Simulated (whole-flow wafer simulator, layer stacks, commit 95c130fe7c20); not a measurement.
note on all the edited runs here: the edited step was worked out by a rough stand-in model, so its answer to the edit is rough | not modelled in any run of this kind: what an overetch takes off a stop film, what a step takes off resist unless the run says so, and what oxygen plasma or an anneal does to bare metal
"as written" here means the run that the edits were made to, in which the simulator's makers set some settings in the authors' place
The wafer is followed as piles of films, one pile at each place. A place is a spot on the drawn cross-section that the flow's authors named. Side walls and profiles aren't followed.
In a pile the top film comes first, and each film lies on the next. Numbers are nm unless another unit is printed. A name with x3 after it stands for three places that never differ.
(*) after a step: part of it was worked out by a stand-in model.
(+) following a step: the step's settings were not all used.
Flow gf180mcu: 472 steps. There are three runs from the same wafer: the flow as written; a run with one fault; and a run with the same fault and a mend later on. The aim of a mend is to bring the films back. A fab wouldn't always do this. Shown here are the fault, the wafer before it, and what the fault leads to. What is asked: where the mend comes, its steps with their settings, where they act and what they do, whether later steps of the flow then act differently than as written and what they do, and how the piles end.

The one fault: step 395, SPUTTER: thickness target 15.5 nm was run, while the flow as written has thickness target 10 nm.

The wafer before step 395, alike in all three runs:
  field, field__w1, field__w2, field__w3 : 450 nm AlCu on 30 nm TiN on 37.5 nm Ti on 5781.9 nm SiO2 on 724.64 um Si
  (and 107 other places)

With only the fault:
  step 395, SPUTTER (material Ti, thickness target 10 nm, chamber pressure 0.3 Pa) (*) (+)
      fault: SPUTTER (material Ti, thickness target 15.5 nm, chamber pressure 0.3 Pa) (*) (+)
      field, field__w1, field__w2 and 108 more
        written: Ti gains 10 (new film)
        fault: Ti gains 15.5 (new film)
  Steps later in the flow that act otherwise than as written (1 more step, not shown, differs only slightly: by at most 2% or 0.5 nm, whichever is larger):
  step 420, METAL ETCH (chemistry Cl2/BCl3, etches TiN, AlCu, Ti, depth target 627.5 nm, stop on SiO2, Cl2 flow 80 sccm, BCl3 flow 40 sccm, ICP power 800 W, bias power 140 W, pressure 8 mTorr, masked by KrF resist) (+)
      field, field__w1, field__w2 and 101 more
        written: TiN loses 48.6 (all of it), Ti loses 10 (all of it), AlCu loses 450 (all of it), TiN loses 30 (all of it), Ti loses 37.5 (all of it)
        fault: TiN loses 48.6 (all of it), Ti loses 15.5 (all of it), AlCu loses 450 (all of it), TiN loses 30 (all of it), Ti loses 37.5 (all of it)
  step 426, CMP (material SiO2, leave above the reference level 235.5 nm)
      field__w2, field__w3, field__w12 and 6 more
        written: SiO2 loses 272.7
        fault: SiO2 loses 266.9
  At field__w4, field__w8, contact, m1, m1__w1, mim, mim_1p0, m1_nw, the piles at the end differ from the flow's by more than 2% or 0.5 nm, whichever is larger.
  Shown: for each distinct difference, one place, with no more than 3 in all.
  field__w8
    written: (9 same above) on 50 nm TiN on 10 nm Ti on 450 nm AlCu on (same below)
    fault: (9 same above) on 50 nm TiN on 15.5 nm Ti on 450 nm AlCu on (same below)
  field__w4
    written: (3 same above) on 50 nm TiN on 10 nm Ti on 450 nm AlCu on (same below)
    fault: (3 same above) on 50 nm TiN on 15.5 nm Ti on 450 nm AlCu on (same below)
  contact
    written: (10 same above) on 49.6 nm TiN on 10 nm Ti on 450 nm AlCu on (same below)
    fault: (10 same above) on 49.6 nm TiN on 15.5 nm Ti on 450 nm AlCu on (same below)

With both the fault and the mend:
  After step 419 comes the mend.
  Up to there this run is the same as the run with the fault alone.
  step 420, METAL ETCH (chemistry Cl2/BCl3, etches TiN, AlCu, Ti, depth target 633 nm, stop on SiO2, Cl2 flow 80 sccm, BCl3 flow 40 sccm, ICP power 800 W, bias power 140 W, pressure 8 mTorr, masked by KrF resist) (+) (the flow's step 420; as written it has depth target 627.5 nm)
      field, field__w1, field__w2 and 101 more
        TiN loses 48.6 (all of it), Ti loses 15.5 (all of it), AlCu loses 450 (all of it), TiN loses 30 (all of it), Ti loses 37.5 (all of it)
      field__w4, field__w8, contact, m1, m1__w1, mim, mim_1p0, m1_nw
        KrF resist loses 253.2
  Steps later in the flow that act otherwise than as written (2 more steps, not shown, differ only slightly: by at most 2% or 0.5 nm, whichever is larger):
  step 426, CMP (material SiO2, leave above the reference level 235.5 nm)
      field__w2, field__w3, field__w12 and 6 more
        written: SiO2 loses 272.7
        mend: SiO2 loses 266.9
  At field__w4, field__w8, contact, m1, m1__w1, mim, mim_1p0, m1_nw, the piles at the end differ from the flow's by more than 2% or 0.5 nm, whichever is larger.
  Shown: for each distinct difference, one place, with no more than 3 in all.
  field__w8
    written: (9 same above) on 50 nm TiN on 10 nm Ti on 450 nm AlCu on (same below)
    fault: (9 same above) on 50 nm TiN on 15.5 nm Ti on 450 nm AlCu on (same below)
    mend: (9 same above) on 50 nm TiN on 15.5 nm Ti on 450 nm AlCu on (same below)
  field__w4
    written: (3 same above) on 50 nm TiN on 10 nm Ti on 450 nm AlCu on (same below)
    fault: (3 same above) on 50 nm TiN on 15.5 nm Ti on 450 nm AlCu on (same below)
    mend: (3 same above) on 50 nm TiN on 15.5 nm Ti on 450 nm AlCu on (same below)
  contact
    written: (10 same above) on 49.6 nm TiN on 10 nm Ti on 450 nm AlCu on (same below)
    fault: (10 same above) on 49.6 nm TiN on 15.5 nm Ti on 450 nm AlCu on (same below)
    mend: (10 same above) on 49.6 nm TiN on 15.5 nm Ti on 450 nm AlCu on (same below)
